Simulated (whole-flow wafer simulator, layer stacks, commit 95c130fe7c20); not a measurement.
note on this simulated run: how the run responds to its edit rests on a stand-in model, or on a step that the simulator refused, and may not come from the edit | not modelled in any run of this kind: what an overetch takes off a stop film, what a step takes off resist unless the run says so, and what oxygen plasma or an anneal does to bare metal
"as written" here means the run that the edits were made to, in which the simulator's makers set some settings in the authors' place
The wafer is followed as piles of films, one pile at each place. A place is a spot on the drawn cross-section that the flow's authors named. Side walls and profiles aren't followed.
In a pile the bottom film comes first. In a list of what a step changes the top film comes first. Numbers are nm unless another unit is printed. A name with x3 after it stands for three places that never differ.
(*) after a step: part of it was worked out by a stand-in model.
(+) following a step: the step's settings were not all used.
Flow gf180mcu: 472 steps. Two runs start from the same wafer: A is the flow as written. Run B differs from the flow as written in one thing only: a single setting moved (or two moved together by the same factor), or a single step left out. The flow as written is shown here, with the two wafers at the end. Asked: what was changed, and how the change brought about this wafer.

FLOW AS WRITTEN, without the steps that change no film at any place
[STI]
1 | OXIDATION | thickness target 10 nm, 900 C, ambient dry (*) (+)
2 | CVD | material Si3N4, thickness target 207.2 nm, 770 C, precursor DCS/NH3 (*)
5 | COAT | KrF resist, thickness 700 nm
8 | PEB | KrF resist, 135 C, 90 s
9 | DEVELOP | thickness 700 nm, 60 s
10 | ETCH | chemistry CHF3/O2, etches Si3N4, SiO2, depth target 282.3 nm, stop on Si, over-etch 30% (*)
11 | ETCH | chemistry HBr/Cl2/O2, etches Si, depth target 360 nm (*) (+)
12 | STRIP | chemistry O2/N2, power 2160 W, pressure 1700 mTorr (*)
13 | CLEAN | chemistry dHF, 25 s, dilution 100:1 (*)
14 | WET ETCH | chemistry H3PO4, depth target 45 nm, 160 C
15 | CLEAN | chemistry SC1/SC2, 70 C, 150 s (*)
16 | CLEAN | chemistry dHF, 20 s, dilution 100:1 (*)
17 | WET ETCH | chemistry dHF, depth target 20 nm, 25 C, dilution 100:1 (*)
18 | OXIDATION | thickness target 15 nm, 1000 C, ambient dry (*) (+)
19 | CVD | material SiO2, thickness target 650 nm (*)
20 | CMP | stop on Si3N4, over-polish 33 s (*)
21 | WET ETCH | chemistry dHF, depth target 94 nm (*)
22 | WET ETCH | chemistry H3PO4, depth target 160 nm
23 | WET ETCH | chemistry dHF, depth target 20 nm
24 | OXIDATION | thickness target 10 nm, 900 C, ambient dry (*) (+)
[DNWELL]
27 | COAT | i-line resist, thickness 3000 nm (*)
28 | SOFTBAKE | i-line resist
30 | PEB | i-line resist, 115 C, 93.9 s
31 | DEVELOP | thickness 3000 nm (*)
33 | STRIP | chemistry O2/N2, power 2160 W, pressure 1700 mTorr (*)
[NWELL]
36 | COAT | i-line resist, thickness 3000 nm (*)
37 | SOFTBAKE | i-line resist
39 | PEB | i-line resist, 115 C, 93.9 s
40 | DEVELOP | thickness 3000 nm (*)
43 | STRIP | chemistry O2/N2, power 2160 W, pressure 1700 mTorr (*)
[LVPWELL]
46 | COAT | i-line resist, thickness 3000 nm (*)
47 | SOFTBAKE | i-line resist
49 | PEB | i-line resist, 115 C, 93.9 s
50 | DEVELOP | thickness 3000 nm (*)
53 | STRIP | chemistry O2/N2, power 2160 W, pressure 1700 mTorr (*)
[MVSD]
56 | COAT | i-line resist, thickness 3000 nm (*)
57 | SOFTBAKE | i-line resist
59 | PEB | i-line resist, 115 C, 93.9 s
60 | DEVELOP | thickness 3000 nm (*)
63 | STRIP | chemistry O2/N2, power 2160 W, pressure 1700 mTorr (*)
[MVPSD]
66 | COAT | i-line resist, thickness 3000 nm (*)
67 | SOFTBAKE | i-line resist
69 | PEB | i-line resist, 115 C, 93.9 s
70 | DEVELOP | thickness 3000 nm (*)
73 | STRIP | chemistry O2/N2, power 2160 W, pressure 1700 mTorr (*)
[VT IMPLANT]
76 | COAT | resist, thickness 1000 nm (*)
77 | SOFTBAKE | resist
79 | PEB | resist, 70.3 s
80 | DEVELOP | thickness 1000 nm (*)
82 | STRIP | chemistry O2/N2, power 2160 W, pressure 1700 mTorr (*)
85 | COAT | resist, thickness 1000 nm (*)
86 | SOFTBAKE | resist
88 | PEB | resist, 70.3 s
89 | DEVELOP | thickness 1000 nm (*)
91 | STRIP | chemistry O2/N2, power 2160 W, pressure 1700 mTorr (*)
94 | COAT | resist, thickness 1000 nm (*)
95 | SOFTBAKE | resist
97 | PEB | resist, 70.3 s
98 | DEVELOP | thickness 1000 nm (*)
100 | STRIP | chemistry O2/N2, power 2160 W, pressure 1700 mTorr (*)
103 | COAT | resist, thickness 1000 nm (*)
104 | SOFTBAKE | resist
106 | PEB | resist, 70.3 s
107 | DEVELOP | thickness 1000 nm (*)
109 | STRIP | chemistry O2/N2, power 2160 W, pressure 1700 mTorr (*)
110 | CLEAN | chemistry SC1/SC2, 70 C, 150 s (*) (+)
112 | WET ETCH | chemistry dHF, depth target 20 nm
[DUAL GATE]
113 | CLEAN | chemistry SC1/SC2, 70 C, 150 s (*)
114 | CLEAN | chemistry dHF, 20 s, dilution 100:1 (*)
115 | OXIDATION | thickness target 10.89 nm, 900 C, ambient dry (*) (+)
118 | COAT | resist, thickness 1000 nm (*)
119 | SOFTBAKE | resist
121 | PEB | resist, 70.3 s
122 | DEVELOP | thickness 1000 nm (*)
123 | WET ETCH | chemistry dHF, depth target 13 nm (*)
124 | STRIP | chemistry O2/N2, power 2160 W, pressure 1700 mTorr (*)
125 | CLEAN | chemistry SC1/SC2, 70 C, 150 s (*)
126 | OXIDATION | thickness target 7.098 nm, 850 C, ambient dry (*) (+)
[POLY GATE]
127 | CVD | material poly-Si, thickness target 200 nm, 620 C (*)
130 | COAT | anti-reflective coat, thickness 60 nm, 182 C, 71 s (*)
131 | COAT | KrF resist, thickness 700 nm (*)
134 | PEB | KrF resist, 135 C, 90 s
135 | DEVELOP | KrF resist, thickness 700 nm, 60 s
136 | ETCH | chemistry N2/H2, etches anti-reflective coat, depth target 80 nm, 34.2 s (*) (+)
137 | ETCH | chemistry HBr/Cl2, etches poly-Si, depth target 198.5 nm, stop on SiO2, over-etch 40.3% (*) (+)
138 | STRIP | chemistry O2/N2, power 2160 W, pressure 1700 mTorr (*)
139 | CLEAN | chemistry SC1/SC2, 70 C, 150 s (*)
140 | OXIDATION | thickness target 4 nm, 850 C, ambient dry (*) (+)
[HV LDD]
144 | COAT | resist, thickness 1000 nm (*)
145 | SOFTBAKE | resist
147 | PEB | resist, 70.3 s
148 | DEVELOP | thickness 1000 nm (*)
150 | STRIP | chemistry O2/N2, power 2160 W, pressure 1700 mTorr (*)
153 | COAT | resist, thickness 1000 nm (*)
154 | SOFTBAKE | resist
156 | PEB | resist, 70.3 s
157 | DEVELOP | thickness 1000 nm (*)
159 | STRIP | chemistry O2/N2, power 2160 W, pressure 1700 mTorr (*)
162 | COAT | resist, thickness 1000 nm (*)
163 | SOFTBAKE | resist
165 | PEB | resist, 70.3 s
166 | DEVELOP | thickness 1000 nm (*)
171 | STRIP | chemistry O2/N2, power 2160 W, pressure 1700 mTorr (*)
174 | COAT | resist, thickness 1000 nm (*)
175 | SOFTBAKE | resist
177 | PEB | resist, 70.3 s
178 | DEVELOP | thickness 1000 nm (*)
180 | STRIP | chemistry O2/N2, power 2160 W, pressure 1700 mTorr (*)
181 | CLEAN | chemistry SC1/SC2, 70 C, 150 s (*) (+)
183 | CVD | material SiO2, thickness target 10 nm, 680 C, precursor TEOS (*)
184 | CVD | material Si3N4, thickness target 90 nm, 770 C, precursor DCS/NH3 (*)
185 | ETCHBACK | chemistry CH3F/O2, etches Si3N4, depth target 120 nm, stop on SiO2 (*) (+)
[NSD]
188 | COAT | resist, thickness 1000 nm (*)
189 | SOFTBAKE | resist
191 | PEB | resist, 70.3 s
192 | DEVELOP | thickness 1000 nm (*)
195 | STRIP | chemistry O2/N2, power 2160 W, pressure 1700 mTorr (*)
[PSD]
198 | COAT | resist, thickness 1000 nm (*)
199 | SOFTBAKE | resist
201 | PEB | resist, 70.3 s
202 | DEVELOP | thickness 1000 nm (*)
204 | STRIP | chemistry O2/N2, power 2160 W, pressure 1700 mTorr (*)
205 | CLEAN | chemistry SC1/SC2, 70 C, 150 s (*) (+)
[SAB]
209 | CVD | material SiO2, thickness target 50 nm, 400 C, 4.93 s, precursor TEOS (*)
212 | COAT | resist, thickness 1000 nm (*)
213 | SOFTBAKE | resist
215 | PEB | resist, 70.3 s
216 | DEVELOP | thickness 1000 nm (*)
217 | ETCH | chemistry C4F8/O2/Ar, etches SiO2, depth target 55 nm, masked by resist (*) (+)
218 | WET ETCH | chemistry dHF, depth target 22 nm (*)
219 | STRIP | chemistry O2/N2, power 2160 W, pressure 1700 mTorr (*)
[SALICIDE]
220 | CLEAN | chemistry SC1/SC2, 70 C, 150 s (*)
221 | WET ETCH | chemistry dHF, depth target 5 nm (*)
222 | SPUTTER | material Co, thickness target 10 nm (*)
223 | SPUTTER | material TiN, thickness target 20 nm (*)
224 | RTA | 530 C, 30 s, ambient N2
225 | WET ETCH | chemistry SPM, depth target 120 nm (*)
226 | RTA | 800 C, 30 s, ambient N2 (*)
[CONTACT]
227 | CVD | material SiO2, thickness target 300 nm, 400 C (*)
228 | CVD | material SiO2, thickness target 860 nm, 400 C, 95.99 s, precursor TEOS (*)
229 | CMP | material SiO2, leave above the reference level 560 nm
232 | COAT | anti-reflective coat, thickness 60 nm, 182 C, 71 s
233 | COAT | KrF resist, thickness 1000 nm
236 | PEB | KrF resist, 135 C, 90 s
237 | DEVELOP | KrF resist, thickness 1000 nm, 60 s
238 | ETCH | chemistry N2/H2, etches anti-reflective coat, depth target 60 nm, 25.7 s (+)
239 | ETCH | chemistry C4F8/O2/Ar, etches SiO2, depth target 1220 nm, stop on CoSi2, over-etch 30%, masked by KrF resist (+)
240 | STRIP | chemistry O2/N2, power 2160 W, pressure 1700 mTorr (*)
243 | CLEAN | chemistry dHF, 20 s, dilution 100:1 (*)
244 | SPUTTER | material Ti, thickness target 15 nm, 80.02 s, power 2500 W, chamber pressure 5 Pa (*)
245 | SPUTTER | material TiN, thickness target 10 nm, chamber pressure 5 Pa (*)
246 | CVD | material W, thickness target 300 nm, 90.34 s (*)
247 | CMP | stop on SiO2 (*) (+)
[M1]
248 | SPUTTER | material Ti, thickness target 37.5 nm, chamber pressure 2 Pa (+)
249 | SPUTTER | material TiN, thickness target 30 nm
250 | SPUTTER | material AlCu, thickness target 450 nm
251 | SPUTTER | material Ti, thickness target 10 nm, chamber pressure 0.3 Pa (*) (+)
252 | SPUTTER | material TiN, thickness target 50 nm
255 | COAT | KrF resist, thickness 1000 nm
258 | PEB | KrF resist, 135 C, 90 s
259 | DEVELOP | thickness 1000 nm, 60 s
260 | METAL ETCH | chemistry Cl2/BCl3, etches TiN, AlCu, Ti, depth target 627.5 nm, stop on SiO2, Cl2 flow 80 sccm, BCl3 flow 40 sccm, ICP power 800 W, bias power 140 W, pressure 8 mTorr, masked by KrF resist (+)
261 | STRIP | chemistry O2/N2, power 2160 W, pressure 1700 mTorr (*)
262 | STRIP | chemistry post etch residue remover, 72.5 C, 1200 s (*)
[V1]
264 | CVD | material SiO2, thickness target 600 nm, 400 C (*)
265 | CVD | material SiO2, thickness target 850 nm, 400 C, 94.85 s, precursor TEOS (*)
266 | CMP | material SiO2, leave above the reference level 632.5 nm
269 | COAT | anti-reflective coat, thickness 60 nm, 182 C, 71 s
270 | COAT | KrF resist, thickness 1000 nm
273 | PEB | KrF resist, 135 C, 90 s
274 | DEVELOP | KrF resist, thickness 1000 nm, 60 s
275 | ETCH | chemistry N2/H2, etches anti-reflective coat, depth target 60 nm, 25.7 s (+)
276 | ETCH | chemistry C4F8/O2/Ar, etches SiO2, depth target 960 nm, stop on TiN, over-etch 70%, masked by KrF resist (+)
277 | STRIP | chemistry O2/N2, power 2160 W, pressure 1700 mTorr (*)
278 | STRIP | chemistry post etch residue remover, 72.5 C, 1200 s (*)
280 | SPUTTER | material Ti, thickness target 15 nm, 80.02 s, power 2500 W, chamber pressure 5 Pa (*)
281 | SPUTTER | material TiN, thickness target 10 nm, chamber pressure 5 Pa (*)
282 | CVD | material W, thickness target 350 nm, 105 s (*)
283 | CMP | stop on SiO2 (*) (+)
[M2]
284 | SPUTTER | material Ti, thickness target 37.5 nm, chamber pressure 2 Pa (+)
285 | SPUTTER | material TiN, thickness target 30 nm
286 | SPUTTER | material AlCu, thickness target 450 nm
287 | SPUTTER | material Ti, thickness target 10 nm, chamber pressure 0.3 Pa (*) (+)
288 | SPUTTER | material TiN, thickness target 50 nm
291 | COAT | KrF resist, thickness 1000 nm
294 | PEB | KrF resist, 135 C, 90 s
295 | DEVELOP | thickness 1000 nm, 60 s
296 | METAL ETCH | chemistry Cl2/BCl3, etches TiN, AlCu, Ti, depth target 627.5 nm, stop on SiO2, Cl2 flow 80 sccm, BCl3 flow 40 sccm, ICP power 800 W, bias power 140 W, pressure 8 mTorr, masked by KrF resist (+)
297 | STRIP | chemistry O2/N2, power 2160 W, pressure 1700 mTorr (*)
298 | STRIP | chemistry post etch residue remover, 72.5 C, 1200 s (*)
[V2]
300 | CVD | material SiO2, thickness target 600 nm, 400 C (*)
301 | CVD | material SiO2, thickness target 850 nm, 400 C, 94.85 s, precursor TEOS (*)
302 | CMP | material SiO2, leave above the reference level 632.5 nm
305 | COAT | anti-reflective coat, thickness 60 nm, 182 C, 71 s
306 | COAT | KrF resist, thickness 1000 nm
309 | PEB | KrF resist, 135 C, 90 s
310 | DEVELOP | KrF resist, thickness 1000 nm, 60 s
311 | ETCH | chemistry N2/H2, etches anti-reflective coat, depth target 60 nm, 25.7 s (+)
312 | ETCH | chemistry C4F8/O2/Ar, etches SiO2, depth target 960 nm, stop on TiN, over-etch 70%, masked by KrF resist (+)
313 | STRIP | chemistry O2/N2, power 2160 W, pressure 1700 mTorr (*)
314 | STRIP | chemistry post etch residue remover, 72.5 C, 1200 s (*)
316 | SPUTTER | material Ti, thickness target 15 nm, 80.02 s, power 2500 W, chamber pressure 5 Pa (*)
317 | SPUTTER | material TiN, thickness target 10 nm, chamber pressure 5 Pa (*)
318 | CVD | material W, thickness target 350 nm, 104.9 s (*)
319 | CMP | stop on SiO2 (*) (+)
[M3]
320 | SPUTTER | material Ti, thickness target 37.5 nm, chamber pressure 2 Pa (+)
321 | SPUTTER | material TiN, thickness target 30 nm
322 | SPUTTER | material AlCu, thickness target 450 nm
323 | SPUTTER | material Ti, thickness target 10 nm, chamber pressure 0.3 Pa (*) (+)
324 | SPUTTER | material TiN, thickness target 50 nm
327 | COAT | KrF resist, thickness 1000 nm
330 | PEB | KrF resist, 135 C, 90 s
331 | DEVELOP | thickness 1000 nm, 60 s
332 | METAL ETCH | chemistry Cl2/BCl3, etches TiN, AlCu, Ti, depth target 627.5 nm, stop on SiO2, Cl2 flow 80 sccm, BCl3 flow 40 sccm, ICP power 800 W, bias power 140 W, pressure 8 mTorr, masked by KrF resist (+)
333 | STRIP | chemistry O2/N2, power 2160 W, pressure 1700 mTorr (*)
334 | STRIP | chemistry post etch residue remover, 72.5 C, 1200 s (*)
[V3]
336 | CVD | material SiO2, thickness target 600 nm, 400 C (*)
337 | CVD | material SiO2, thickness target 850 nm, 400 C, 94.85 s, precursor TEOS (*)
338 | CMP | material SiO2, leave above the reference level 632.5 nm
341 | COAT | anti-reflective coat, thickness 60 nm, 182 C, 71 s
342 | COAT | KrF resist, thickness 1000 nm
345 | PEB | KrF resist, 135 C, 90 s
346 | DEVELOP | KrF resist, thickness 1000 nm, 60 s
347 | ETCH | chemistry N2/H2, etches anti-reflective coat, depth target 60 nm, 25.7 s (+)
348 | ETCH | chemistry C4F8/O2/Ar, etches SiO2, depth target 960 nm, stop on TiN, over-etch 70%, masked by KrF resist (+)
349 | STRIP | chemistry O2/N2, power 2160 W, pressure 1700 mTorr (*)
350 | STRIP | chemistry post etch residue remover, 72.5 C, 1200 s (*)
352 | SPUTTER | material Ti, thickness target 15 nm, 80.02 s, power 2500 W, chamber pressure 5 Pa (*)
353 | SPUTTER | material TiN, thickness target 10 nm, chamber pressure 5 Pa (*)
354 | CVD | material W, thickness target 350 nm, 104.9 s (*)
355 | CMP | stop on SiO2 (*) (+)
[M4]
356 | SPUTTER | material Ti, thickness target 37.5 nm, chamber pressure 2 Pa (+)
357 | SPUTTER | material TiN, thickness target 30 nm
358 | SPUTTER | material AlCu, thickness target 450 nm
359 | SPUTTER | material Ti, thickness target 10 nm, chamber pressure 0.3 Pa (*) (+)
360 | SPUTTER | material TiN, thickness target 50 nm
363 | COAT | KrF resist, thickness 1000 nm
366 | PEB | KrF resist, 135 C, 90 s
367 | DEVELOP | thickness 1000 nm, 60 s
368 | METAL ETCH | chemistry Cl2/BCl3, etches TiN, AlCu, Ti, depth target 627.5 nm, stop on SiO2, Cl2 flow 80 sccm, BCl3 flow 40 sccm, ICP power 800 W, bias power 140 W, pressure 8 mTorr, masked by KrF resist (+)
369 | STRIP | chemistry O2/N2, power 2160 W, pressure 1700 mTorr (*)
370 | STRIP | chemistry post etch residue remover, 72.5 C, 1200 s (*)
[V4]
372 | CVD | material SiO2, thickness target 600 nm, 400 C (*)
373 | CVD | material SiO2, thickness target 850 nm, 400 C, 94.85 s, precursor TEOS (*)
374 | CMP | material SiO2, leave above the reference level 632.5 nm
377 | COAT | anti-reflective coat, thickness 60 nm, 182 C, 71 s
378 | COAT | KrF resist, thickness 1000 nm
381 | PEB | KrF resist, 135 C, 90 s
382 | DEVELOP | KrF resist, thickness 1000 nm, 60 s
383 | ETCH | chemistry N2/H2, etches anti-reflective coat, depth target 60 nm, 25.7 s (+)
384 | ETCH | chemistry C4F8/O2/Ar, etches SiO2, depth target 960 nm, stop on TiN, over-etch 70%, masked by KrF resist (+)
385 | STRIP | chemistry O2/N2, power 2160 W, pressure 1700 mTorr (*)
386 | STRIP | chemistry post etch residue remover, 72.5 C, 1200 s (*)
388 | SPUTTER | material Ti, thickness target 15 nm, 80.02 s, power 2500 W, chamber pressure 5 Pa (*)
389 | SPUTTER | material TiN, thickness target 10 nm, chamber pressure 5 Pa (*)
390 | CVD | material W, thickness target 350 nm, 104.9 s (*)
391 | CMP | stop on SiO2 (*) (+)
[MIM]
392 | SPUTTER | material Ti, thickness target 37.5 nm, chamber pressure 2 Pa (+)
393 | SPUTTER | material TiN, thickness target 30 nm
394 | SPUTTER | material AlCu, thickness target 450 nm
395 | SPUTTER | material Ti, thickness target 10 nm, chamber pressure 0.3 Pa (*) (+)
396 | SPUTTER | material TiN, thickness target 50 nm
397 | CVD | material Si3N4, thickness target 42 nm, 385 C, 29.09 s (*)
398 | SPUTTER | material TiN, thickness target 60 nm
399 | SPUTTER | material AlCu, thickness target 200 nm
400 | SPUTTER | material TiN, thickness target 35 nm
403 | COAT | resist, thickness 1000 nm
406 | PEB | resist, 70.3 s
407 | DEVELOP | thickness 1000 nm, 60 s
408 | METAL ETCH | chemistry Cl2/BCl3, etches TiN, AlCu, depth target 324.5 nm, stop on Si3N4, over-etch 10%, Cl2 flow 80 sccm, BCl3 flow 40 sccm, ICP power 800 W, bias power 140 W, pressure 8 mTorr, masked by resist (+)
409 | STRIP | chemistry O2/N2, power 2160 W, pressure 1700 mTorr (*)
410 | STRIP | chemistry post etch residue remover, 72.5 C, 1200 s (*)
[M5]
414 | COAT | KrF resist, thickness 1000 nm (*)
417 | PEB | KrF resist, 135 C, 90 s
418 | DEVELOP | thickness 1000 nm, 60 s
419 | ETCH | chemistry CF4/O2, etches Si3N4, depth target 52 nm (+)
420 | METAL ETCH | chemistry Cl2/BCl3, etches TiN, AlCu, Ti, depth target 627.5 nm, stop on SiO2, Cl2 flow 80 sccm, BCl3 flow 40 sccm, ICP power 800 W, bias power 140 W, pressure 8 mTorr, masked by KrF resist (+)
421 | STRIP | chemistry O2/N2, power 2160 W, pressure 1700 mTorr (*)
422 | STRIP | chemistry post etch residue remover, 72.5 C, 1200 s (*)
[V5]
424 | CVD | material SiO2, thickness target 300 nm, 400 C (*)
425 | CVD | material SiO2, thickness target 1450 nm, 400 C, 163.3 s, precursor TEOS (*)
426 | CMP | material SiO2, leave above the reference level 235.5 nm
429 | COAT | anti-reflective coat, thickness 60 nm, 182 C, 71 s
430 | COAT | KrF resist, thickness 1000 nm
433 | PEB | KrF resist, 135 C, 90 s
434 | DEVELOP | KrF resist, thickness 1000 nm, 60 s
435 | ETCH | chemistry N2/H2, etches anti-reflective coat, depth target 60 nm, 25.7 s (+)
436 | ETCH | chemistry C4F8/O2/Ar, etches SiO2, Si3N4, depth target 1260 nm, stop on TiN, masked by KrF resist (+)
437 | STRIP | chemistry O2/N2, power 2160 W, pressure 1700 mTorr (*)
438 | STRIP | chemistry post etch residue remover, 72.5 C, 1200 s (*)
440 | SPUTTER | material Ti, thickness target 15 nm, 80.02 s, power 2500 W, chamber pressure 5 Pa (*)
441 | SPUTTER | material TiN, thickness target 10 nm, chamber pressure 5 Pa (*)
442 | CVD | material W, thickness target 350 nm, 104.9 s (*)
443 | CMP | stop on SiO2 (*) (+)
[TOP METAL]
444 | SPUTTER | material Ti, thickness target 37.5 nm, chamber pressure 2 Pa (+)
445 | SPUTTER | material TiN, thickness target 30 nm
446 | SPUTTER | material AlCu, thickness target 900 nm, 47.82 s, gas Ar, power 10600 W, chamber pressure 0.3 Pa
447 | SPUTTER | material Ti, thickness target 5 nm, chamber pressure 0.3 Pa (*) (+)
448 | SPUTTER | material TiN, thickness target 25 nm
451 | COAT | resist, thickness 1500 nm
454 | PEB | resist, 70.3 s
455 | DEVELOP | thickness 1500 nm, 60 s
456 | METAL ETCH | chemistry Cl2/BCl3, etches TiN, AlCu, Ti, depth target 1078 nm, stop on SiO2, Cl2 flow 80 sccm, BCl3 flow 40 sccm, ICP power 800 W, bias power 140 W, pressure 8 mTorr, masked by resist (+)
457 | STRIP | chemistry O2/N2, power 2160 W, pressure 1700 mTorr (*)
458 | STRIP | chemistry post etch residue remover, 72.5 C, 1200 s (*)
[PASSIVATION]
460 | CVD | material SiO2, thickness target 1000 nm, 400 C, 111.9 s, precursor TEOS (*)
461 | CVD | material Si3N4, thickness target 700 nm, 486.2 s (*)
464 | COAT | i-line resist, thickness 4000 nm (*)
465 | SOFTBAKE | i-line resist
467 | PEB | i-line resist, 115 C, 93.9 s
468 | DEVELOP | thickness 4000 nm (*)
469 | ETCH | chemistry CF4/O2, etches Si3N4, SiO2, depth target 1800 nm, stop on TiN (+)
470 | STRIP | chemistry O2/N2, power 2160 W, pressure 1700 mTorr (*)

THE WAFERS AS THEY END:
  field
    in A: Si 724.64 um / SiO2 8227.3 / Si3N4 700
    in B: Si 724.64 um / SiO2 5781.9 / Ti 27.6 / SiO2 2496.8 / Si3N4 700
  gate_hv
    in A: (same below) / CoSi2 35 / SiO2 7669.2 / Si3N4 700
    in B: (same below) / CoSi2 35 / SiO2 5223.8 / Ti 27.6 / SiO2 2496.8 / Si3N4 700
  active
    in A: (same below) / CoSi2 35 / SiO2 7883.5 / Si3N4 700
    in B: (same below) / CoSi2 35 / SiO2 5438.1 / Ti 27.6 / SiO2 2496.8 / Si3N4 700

The reason: step 394, SPUTTER: thickness target 529 nm was run, while the flow as written has thickness target 450 nm.

Step by step, how the change led to this:
  394 | SPUTTER | material AlCu, thickness target 450 nm
      field, field__w1, field__w2 and 108 more: A AlCu gains 450 (new film) | B AlCu gains 529 (new film)
  420 | METAL ETCH | chemistry Cl2/BCl3, etches TiN, AlCu, Ti, depth target 627.5 nm, stop on SiO2, Cl2 flow 80 sccm, BCl3 flow 40 sccm, ICP power 800 W, bias power 140 W, pressure 8 mTorr, masked by KrF resist (+)
      field, field__w1, field__w2 and 101 more: A TiN loses 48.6 (all of it), Ti loses 10 (all of it), AlCu loses 450 (all of it), TiN loses 30 (all of it), Ti loses 37.5 (all of it) | B TiN loses 48.6 (all of it), Ti loses 10 (all of it), AlCu loses 529 (all of it), TiN loses 30 (all of it), Ti loses 9.94
  424 | CVD | material SiO2, thickness target 300 nm, 400 C (*)
      field, field__w1, field__w2 and 101 more: A SiO2 gains 300 | B SiO2 gains 300 (new film)
  426 | CMP | material SiO2, leave above the reference level 235.5 nm
      field, field__w1, field__w5 and 92 more: A SiO2 loses 300.8 | B SiO2 loses 249.4
      field__w2, field__w3, field__w12 and 6 more: A SiO2 loses 272.7 | B SiO2 loses 218.9
If metal films that touch count as one body, field has 1 body; the flow as written gives 0 bodies.
If metal films that touch count as one body, gate_hv has 2 bodies (between them, from the top down: SiO2 5223.8); the flow as written gives 1 body.
If metal films that touch count as one body, active has 2 bodies (between them, from the top down: SiO2 5438.1); the flow as written gives 1 body.
